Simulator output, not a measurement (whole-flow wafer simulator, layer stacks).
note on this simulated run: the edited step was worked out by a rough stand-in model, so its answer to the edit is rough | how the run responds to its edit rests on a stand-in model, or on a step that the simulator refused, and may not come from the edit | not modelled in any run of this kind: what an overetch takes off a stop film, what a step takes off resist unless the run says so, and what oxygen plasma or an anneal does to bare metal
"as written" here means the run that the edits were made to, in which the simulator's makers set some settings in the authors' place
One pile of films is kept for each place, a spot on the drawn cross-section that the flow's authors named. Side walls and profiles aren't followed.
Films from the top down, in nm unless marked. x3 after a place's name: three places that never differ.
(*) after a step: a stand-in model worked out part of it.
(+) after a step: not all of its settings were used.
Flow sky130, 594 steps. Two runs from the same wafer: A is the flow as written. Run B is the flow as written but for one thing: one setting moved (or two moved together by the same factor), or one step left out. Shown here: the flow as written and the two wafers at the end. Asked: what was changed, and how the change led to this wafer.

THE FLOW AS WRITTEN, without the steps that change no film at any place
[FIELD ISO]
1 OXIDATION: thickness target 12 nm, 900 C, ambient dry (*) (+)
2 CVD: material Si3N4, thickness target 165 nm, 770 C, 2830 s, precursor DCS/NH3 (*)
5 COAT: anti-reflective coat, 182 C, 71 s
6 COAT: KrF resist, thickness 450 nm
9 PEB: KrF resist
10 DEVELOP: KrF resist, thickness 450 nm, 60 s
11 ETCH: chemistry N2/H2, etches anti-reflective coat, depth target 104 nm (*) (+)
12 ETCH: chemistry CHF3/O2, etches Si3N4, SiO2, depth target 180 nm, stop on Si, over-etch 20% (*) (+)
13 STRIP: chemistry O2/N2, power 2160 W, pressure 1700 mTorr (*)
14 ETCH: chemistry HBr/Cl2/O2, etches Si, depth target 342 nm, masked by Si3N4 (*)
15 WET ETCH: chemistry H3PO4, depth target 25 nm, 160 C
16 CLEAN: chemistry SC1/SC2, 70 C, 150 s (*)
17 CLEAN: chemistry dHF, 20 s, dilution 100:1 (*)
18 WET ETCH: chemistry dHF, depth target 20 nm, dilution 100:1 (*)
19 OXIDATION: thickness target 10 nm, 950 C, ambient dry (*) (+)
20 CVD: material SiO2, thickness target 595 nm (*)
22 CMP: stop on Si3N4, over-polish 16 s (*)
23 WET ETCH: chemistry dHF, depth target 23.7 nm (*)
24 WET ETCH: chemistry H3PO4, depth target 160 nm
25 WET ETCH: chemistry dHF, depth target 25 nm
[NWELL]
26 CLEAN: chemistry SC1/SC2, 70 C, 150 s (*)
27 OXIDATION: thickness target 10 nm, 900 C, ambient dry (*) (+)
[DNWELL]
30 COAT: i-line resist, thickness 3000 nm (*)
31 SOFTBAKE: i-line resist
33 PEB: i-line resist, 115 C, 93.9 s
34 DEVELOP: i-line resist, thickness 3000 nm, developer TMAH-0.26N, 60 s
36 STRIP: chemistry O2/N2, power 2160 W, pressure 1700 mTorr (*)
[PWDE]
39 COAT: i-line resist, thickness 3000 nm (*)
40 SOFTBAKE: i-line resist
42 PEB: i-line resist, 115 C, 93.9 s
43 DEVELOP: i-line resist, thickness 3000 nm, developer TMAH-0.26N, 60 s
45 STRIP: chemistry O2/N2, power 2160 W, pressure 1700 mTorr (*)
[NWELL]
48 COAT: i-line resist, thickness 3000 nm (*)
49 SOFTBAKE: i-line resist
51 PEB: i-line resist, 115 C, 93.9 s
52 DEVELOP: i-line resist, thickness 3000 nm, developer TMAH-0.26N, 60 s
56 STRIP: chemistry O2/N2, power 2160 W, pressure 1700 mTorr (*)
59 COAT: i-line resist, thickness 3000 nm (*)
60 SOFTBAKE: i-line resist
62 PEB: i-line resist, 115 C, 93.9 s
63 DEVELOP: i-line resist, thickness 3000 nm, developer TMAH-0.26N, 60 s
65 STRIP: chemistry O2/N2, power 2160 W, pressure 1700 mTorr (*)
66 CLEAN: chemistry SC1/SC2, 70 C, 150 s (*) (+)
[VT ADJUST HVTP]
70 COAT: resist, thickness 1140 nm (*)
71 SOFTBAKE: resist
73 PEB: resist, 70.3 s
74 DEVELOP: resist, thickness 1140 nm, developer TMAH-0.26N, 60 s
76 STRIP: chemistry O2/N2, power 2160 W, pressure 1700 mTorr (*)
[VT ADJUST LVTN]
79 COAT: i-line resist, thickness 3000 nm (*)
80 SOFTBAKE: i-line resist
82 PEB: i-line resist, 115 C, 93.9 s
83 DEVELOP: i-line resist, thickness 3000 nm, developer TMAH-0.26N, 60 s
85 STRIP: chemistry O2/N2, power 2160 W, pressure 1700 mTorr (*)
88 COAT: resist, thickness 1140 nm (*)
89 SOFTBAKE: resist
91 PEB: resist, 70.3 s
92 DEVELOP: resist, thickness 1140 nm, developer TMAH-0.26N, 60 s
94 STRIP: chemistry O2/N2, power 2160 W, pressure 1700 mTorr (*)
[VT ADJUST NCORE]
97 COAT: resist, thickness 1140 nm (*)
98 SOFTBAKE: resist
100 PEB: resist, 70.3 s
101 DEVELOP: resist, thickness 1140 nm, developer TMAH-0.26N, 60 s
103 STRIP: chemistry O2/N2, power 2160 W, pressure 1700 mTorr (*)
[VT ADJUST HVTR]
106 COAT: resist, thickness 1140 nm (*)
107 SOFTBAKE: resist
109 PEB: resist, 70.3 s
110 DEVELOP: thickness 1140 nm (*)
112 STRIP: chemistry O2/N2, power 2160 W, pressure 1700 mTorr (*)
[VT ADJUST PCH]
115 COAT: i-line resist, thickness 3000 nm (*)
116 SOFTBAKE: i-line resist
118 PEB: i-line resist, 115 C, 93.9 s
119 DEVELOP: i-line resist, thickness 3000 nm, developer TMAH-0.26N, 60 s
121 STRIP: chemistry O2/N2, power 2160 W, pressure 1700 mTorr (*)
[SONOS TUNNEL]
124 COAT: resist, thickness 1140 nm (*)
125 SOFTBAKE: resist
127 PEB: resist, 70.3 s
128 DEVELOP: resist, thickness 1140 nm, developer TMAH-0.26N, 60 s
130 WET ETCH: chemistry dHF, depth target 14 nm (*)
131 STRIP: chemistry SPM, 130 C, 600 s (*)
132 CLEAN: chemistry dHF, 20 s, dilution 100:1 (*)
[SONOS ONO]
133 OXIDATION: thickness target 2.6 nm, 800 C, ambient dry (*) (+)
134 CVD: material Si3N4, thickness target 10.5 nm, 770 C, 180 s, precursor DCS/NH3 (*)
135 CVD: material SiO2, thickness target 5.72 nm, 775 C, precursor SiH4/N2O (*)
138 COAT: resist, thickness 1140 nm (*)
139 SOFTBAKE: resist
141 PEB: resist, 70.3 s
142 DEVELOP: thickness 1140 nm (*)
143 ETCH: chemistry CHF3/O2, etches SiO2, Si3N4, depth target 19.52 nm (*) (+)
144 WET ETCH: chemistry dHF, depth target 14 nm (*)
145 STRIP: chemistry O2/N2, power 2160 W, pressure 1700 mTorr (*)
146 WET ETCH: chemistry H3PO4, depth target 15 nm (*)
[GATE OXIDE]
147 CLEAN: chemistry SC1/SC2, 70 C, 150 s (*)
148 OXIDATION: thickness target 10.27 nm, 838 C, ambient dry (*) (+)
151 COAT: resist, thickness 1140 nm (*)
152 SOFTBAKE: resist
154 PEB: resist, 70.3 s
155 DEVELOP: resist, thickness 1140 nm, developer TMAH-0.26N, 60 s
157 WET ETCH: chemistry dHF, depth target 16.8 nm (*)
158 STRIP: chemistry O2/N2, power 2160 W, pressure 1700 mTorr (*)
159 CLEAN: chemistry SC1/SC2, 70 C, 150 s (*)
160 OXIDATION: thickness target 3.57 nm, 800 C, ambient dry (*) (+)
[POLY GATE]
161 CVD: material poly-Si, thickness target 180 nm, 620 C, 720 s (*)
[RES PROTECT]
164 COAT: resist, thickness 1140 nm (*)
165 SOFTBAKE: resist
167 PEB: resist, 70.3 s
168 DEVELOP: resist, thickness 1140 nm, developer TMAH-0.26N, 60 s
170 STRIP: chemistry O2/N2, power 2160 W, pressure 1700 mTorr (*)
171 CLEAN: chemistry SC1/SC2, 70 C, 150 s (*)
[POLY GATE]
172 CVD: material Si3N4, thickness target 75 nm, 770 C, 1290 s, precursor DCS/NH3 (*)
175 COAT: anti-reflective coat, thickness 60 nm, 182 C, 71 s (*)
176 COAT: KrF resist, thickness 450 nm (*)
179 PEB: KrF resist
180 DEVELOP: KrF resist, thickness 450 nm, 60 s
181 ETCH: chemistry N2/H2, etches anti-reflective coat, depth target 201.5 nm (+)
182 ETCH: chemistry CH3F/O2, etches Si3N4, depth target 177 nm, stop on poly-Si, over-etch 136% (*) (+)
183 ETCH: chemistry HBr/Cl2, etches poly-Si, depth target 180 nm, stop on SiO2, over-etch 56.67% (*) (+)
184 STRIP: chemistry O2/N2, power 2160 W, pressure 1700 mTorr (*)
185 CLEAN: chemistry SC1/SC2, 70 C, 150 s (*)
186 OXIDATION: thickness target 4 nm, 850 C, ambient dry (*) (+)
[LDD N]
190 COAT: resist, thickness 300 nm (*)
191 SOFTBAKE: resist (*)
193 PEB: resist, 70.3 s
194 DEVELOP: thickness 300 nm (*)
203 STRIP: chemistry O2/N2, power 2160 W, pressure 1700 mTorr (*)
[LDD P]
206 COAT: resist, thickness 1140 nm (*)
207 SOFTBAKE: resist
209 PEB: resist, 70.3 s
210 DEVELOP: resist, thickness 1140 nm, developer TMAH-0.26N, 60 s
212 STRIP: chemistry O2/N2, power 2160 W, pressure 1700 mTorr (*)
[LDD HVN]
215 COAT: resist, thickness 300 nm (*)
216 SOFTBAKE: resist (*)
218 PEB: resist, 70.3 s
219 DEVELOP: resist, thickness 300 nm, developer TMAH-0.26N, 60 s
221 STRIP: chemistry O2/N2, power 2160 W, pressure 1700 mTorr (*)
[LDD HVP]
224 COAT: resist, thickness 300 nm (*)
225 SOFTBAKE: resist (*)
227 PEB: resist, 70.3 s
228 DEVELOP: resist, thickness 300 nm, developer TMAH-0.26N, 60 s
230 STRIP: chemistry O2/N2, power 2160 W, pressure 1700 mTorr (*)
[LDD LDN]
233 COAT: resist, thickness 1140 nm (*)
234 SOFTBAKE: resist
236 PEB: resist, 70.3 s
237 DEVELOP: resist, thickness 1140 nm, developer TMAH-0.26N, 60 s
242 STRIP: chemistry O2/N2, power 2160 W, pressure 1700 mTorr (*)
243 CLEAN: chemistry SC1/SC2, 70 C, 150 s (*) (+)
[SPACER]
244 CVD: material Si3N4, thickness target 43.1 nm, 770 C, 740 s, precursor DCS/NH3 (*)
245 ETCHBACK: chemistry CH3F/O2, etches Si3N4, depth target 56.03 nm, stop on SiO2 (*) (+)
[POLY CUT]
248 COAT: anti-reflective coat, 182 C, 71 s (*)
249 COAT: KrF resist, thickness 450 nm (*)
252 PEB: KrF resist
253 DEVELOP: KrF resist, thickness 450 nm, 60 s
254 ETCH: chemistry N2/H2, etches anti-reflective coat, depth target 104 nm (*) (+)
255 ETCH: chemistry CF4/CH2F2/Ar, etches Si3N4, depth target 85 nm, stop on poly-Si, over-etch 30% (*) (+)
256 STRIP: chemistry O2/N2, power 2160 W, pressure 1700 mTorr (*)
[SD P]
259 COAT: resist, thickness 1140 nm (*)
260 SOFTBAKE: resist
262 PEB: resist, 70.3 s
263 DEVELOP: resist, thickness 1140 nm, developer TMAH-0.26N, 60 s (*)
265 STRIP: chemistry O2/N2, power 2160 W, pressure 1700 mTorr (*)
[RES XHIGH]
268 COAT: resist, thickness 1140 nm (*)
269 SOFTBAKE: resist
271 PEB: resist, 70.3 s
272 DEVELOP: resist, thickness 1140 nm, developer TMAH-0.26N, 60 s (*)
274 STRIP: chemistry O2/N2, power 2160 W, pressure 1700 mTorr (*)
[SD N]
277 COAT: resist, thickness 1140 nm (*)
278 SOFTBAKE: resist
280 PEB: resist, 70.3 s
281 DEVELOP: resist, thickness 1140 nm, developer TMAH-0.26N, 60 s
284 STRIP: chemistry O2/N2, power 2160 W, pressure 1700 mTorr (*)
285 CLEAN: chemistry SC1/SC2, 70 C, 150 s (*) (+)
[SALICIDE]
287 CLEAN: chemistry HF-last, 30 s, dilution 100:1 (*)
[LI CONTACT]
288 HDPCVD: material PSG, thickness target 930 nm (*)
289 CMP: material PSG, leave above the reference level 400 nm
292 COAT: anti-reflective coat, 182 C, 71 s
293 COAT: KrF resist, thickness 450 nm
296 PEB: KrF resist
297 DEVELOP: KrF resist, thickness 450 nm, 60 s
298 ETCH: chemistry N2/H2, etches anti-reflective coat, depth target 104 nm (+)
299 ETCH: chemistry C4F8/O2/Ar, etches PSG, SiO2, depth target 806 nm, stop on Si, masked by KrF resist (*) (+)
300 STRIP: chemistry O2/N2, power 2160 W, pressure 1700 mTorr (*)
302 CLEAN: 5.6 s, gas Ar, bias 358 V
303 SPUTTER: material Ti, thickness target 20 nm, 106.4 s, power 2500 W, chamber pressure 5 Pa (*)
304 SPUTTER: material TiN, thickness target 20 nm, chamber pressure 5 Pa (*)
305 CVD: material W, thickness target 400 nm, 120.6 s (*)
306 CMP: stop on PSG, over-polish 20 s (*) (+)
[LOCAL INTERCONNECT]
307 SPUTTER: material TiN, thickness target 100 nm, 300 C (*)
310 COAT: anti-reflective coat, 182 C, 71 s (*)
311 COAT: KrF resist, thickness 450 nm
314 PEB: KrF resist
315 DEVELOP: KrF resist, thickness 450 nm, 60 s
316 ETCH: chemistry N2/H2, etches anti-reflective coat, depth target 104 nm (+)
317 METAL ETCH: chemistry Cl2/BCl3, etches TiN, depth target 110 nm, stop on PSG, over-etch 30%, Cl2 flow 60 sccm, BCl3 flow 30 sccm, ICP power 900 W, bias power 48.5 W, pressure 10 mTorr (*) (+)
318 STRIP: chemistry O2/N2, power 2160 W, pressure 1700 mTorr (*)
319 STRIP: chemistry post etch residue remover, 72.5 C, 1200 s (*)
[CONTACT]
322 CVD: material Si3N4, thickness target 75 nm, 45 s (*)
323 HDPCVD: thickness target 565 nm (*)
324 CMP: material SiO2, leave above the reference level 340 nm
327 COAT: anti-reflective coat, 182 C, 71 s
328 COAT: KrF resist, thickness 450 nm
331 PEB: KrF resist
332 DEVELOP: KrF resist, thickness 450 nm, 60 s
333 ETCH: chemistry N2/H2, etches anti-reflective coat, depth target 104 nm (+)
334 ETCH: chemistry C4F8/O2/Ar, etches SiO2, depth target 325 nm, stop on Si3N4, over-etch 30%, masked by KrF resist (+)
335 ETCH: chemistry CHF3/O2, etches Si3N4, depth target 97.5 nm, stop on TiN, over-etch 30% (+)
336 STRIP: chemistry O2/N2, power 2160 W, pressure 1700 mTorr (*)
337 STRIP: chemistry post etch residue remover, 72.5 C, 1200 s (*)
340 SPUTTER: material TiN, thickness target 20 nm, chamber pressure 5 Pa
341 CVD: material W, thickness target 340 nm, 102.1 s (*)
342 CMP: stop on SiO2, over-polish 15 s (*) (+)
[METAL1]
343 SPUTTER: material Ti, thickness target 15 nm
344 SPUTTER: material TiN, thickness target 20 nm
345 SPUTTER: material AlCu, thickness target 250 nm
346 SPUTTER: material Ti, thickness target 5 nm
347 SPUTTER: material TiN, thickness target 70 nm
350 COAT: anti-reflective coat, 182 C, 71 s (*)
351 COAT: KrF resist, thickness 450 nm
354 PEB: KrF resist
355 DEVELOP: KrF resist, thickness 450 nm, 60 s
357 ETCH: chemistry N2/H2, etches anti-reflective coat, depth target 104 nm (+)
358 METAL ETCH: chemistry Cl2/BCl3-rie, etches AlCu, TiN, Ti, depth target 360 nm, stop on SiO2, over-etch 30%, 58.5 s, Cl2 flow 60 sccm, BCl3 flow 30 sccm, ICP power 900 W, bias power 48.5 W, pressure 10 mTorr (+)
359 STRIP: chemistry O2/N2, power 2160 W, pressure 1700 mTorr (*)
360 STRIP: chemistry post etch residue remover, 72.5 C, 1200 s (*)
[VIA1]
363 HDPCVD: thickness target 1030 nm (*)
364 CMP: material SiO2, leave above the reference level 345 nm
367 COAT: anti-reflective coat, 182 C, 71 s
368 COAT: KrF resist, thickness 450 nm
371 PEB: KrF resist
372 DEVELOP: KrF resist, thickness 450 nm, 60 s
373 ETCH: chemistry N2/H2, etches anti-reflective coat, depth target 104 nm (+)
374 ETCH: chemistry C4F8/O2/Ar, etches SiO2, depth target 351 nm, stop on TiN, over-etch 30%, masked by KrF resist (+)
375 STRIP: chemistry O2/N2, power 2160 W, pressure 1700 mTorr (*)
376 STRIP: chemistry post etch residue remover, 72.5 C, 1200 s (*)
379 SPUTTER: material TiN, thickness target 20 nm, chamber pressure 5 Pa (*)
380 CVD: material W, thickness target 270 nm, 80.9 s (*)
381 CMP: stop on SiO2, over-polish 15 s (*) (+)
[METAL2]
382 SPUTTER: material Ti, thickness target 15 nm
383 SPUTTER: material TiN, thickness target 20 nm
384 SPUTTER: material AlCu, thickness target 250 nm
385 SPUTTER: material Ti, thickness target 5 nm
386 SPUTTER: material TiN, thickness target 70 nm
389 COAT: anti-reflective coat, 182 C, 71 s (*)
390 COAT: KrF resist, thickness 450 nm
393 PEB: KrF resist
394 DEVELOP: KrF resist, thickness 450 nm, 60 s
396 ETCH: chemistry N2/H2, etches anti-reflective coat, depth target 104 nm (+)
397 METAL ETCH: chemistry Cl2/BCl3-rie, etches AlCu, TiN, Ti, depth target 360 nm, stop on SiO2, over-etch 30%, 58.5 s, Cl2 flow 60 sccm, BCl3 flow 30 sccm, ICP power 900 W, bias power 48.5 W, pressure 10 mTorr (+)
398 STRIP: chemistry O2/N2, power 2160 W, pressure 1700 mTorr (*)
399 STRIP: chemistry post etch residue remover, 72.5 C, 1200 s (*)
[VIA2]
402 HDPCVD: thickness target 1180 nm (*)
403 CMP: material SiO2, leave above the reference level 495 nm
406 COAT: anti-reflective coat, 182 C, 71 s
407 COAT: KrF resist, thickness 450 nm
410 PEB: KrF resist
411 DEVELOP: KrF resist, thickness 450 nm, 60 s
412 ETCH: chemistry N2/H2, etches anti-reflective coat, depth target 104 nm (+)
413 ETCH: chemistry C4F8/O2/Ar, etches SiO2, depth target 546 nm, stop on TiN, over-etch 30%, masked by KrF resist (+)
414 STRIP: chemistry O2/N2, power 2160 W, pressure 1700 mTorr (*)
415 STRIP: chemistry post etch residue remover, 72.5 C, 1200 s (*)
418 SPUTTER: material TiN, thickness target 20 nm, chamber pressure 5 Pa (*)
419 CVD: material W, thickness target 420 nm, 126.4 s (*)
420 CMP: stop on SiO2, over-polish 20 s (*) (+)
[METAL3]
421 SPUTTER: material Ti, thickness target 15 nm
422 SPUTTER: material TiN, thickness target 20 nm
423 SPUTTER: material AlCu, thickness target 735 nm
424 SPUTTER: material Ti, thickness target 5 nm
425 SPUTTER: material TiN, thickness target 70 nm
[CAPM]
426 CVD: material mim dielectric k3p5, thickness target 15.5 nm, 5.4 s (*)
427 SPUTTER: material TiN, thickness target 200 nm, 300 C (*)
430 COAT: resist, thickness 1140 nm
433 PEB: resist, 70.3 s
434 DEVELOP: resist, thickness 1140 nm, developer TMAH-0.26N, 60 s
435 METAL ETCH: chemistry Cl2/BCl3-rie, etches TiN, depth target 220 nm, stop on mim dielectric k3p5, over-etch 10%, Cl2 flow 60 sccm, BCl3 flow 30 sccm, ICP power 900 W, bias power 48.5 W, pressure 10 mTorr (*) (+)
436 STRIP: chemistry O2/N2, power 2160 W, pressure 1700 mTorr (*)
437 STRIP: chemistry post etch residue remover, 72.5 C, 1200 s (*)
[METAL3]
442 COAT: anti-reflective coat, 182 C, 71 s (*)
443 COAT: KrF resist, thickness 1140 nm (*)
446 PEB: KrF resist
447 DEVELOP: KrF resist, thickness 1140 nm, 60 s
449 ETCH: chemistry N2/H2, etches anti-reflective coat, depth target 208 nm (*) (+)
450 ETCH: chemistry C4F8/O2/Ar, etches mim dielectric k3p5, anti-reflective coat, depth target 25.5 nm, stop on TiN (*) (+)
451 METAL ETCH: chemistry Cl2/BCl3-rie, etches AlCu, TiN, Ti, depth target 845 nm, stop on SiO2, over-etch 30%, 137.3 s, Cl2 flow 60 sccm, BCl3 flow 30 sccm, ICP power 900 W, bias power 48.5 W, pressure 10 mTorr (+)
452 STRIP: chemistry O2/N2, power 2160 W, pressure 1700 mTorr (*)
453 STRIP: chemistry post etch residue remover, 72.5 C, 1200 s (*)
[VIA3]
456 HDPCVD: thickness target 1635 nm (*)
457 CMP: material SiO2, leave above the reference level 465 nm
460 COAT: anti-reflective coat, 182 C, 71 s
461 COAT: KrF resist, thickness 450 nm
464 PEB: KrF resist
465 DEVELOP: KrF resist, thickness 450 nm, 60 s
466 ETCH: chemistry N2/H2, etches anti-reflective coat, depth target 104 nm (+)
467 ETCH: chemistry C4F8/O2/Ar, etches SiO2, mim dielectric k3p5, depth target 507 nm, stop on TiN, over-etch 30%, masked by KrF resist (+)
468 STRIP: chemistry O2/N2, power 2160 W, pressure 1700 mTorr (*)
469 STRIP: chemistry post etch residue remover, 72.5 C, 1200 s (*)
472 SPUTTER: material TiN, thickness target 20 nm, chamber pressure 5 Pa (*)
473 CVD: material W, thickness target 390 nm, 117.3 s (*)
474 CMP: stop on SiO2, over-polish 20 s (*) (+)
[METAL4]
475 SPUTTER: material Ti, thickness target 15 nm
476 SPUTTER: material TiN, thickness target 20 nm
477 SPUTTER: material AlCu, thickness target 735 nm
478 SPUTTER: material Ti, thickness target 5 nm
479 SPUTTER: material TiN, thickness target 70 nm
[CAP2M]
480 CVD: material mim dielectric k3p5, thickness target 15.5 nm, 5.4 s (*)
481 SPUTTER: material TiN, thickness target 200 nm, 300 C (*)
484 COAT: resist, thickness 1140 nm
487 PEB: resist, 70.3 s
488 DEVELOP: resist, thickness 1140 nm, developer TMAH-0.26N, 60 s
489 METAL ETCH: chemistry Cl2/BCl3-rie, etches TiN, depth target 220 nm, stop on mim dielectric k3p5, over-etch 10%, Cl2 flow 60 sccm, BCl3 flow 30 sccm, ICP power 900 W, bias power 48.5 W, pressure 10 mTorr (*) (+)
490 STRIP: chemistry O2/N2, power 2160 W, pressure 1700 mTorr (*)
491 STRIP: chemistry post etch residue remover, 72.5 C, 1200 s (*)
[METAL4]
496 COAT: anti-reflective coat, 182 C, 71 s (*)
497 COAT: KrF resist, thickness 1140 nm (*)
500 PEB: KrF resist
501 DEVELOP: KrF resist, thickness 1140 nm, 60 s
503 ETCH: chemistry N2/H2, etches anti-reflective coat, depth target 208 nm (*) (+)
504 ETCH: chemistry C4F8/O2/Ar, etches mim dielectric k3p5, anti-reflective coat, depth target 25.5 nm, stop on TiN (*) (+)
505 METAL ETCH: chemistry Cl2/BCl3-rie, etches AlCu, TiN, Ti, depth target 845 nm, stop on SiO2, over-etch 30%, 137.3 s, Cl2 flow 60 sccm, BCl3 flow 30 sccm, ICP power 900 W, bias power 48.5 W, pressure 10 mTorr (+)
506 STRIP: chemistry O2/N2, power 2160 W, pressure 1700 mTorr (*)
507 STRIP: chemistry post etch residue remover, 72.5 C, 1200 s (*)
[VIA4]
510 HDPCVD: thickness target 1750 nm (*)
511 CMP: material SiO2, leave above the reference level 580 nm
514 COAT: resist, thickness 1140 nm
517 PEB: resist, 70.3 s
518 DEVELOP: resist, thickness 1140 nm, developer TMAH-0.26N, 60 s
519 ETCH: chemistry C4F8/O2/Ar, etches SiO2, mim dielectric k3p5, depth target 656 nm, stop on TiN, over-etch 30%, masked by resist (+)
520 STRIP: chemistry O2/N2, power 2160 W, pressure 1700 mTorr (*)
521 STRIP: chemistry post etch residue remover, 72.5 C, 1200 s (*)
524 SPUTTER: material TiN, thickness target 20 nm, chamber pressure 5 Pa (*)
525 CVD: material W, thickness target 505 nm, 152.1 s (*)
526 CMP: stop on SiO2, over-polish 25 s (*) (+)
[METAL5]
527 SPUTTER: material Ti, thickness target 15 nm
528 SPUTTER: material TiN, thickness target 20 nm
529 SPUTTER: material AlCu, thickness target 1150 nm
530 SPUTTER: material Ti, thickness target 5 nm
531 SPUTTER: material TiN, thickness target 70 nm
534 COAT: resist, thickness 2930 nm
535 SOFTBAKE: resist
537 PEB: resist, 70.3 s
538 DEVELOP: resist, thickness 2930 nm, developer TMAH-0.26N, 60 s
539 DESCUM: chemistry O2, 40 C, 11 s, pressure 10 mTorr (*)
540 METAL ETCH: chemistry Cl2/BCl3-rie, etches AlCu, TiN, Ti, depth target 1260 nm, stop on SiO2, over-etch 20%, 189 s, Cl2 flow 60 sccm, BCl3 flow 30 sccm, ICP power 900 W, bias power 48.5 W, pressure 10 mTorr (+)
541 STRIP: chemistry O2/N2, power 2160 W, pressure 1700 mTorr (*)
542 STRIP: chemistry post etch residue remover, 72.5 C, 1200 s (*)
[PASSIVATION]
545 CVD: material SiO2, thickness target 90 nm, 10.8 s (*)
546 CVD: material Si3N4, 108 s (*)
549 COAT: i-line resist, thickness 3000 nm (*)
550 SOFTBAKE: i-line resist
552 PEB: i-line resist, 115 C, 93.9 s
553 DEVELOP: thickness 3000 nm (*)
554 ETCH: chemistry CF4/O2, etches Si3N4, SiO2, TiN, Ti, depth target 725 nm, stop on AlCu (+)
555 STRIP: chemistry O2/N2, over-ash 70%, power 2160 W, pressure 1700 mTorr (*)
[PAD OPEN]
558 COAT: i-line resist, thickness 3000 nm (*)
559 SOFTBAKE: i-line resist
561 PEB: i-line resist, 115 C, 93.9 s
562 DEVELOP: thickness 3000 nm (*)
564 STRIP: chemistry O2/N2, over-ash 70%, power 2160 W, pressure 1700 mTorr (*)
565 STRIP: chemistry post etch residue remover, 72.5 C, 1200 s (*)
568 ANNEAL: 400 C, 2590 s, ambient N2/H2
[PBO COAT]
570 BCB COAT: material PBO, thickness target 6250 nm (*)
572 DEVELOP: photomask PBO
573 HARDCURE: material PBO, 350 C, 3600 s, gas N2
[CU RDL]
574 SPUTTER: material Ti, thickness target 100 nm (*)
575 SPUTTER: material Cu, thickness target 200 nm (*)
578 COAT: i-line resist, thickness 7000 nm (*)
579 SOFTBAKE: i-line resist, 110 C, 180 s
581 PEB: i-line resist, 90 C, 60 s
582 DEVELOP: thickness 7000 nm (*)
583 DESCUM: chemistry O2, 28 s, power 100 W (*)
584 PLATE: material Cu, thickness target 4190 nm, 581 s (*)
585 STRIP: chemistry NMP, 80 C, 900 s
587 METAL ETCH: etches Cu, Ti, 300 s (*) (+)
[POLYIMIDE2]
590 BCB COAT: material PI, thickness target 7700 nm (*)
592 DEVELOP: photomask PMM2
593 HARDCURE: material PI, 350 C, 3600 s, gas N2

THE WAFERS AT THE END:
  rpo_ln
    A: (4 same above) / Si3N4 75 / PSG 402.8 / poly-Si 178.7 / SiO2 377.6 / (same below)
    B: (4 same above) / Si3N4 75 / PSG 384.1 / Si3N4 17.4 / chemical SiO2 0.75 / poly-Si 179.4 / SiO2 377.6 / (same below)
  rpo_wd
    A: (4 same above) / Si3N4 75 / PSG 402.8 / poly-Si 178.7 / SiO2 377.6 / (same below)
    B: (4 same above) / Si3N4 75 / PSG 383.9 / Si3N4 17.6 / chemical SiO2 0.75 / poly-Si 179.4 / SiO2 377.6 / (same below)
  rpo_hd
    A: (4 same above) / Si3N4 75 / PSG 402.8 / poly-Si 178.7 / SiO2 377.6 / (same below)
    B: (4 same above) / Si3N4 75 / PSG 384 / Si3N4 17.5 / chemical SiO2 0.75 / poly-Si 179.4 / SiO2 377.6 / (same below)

The cause: step 255, ETCH: depth target 43.4 nm was run, where the flow has depth target 85 nm.

How the change led to this, step by step:
  255 ETCH: chemistry CF4/CH2F2/Ar, etches Si3N4, depth target 85 nm, stop on poly-Si, over-etch 30% (*) (+)
      rpo_wd, rxpo_wd: A Si3N4 -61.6 (all of it), chemical SiO2 -0.75 (all of it) | B Si3N4 -43.4
      poly_licon: A Si3N4 -61.9 (all of it), chemical SiO2 -0.76 (all of it) | B Si3N4 -43.4
      (and at 187 more places)
  256 STRIP: chemistry O2/N2, power 2160 W, pressure 1700 mTorr (*)
      poly_licon, rpo_ln, rpo_wd, rpo_hd, rpo_hd_licon, rxpo_ln, rxpo_wd: A chemical SiO2 +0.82 (new film), poly-Si -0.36 | B nothing
      dice_street, dep_dnw_sti, iso_dnw_wall, grade_field_poly, de16_nwb_sti: A KrF resist -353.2 (all of it), anti-reflective coat -80 (all of it) | B KrF resist -372.2 (all of it), anti-reflective coat -80 (all of it)
      (and at 178 more places)
  260 SOFTBAKE: resist
      mim: A resist +10.8 | B resist +12
      npn11_xb: A resist +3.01 | B resist +3.56
      (and at 10 more places)
  269 SOFTBAKE: resist
      mim: A resist +10.8 | B resist +12
      npn11_xb: A resist +3.01 | B resist +3.56
      (and at 10 more places)
  278 SOFTBAKE: resist
      mim: A resist +10.8 | B resist +12
      nw_fld__w1: A resist +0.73 | B resist +1.28
      (and at 11 more places)
  287 CLEAN: chemistry HF-last, 30 s, dilution 100:1 (*)
      rpo_ln, rpo_wd, rpo_hd, rpo_hd_licon, rxpo_ln, rxpo_wd: A chemical SiO2 -0.77 (all of it) | B Si3N4 -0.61
      poly_licon: A chemical SiO2 -0.76 (all of it) | B Si3N4 -0.61
  289 CMP: material PSG, leave above the reference level 400 nm
      rpo_wd, rpo_hd, rxpo_wd: A PSG -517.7 | B PSG -536.6
      poly_licon, rpo_hd_licon: A PSG -517.7 | B PSG -536.9
      (and at 2 more places)
  299 ETCH: chemistry C4F8/O2/Ar, etches PSG, SiO2, depth target 806 nm, stop on Si, masked by KrF resist (*) (+)
      poly_licon: A PSG -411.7 (all of it) | B PSG -392.5 (all of it), Si3N4 -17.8 (all of it), chemical SiO2 -0.76 (all of it)
      rpo_hd_licon: A PSG -411.7 (all of it) | B PSG -392.5 (all of it), Si3N4 -17.8 (all of it), chemical SiO2 -0.75 (all of it)
  306 CMP: stop on PSG, over-polish 20 s (*) (+)
      poly_licon: A W -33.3 | B W -34
